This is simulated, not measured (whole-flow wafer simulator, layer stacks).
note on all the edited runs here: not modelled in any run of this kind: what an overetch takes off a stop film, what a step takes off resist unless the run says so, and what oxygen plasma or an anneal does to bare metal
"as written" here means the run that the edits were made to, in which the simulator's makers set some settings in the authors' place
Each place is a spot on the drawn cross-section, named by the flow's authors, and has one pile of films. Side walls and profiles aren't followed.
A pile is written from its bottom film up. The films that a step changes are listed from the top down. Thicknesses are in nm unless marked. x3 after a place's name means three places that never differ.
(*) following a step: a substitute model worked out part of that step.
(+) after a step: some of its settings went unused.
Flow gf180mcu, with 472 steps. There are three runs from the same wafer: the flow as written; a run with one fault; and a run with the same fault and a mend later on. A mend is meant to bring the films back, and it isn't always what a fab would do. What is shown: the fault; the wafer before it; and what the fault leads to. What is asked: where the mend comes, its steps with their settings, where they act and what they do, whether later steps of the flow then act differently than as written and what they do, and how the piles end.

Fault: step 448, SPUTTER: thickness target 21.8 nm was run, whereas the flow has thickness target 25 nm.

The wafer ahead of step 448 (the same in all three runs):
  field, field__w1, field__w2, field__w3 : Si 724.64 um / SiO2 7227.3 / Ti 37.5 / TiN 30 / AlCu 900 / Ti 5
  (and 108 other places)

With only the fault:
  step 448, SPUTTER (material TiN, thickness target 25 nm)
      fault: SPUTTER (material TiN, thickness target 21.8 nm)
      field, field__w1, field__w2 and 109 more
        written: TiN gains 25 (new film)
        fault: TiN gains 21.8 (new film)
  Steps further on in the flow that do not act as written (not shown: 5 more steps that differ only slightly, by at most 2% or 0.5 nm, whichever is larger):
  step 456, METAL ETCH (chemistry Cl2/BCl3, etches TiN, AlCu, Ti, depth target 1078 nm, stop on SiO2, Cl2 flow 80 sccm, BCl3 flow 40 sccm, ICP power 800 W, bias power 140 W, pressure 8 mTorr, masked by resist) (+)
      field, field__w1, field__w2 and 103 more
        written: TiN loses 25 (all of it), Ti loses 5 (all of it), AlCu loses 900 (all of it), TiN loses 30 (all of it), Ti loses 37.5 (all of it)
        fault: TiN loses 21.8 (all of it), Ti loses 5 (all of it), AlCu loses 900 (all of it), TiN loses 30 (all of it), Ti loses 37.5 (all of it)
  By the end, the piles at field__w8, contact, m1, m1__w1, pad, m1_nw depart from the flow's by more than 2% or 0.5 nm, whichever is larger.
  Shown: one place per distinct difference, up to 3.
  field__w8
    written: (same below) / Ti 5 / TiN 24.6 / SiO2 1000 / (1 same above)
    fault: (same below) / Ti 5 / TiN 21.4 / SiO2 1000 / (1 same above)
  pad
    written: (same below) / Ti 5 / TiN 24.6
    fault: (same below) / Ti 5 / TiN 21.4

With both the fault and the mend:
  The mend follows step 455.
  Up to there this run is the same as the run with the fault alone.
  step 455a, STRIP (chemistry O2/N2, power 2160 W, pressure 1700 mTorr) (*)
      field__w8, contact, m1, m1__w1, pad, m1_nw
        resist loses 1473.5 (all of it)
  step 455b, SPUTTER (material TiN, thickness target 3.2 nm) (a further turn of the flow's step 448, with different settings)
      field, field__w1, field__w2 and 109 more
        TiN gains 3.2
  step 455c, HMDS (120 C, 60 s) (a further turn of the flow's step 450)
      does not change any film at any place that is followed
  step 455d, COAT (resist, thickness 1500 nm) (a further turn of the flow's step 451)
      field, field__w1, field__w2 and 109 more
        resist gains 1500 (new film)
  step 455e, SOFTBAKE (resist) (a further turn of the flow's step 452)
      does not change any film at any place that is followed
  step 455f, EXPOSE (photomask MetalTop) (a further turn of the flow's step 453)
      does not change any film at any place that is followed
  step 455g, PEB (resist, 70.3 s) (a further turn of the flow's step 454)
      field, field__w1, field__w2 and 109 more
        resist loses 26.5
  step 455h, DEVELOP (thickness 1500 nm, 60 s) (a further turn of the flow's step 455)
      field, field__w1, field__w2 and 103 more
        resist loses 1473.5 (all of it)
  Every later step of the flow that is run acts as written at every place that is followed.
  The piles end the same as the flow's at every place that both follow.
